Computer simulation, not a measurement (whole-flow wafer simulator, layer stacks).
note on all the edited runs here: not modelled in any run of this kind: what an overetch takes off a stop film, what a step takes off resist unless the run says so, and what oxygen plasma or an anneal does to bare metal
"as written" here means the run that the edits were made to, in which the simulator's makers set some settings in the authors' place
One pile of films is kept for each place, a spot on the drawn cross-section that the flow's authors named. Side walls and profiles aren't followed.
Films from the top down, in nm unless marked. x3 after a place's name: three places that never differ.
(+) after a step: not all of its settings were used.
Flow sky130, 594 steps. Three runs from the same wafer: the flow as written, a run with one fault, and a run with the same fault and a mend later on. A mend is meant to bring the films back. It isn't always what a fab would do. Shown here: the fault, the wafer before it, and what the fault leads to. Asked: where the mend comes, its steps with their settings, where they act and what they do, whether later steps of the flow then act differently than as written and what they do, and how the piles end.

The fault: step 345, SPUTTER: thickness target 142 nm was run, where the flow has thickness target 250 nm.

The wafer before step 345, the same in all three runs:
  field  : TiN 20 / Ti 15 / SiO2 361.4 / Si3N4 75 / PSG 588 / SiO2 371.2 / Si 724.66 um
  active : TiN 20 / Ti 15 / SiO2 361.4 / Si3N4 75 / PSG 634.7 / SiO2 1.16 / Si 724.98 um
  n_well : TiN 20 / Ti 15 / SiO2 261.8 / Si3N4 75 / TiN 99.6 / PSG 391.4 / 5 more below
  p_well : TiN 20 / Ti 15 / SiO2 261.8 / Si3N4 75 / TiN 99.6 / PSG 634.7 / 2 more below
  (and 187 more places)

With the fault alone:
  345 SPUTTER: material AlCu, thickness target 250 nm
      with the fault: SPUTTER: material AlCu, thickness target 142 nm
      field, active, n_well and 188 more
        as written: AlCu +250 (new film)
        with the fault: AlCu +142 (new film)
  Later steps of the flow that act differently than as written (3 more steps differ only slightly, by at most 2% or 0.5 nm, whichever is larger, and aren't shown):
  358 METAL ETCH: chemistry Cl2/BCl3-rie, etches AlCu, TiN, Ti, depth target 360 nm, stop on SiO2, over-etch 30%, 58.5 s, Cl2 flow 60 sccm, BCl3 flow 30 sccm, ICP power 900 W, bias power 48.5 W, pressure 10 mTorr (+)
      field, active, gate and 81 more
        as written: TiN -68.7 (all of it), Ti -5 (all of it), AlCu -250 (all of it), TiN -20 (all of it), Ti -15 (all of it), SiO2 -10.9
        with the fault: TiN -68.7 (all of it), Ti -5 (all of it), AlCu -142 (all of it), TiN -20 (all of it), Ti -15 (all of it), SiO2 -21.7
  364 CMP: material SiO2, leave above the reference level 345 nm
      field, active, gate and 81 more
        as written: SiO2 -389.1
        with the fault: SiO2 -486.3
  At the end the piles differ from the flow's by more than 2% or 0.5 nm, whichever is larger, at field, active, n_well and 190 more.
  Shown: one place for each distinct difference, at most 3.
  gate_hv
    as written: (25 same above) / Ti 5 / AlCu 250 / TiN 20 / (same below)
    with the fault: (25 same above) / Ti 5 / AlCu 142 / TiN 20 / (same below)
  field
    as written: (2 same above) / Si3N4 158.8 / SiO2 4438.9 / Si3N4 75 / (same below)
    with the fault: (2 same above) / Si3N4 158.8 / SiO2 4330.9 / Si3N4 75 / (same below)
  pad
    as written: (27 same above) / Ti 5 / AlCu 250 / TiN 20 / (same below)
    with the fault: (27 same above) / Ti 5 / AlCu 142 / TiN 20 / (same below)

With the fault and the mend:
  The mend comes after step 345.
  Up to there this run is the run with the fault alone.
  345a SPUTTER: material AlCu, thickness target 108 nm (the flow's step 345 once more, with other settings)
      field, active, n_well and 188 more
        AlCu +108
  No later step of the flow acts differently than as written at any place that is followed.
  At the end the piles are the same as the flow's at every place that both follow.
